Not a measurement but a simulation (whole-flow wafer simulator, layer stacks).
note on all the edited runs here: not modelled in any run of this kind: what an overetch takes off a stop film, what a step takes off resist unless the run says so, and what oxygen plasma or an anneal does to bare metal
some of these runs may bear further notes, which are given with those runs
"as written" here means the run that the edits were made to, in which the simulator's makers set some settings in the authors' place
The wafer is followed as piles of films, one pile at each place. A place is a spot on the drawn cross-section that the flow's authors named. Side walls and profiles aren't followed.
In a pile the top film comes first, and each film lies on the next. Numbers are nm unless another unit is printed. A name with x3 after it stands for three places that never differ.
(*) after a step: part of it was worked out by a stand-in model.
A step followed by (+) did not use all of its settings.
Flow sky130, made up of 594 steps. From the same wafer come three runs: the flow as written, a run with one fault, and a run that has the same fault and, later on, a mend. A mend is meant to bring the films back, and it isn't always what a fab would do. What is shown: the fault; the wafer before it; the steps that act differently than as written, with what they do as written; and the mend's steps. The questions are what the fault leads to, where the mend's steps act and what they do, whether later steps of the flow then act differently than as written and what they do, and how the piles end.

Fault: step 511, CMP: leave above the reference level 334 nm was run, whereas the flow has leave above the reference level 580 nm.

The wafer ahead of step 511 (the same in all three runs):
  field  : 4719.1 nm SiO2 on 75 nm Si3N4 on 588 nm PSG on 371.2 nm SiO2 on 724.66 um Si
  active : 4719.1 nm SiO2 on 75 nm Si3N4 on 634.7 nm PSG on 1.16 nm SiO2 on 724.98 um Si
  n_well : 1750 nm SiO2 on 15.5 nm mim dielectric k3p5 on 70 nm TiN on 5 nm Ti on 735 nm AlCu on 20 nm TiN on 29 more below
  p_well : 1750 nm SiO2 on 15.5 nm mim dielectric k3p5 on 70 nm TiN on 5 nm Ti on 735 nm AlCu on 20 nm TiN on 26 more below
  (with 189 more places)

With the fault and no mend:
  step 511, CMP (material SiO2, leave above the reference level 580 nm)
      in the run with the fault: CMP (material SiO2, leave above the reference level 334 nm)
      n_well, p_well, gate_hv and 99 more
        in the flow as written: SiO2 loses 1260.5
        in the run with the fault: SiO2 loses 1506.5
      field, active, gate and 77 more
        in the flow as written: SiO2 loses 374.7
        in the run with the fault: SiO2 loses 620.7
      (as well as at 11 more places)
  Steps later in the flow that act otherwise than as written:
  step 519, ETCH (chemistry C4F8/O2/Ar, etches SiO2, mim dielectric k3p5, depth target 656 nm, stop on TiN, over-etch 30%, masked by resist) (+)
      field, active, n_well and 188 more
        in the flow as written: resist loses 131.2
        in the run with the fault: resist loses 67.5
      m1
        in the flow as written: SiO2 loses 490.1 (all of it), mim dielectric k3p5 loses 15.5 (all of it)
        in the run with the fault: SiO2 loses 244.1 (all of it), mim dielectric k3p5 loses 15.5 (all of it)
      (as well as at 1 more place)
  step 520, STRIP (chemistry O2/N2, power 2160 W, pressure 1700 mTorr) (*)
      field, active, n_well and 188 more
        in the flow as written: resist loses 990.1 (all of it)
        in the run with the fault: resist loses 1053.8 (all of it)
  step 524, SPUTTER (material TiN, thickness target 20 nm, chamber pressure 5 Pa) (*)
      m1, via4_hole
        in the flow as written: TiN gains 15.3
        in the run with the fault: TiN gains 17.2
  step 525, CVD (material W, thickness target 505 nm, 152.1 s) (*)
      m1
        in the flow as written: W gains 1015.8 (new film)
        in the run with the fault: W gains 571.1 (new film)
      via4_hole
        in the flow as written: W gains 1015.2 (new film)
        in the run with the fault: W gains 572.3 (new film)
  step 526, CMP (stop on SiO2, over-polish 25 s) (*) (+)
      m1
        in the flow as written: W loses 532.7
        in the run with the fault: W loses 335.9
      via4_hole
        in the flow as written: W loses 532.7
        in the run with the fault: W loses 337.7
  At field, active, n_well and 190 more, the piles at the end differ from the flow's by more than 2% or 0.5 nm, whichever is larger.
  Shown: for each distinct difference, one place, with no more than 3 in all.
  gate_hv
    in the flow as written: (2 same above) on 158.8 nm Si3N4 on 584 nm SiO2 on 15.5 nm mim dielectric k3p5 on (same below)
    in the run with the fault: (2 same above) on 158.8 nm Si3N4 on 338 nm SiO2 on 15.5 nm mim dielectric k3p5 on (same below)
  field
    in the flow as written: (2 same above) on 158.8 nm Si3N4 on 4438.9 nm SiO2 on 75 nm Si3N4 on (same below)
    in the run with the fault: (2 same above) on 158.8 nm Si3N4 on 4192.9 nm SiO2 on 75 nm Si3N4 on (same below)
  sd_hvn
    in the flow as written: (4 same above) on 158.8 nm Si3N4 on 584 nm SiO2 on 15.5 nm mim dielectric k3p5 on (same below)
    in the run with the fault: (4 same above) on 158.8 nm Si3N4 on 338 nm SiO2 on 15.5 nm mim dielectric k3p5 on (same below)

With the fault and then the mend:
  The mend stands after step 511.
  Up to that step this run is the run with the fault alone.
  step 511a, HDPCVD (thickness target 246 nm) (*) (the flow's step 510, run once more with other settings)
      field, active, n_well and 190 more
        SiO2 gains 246
  Later steps of the flow that are run all act as written at every place that is followed.
  By the end, the piles equal the flow's at every place that both follow.
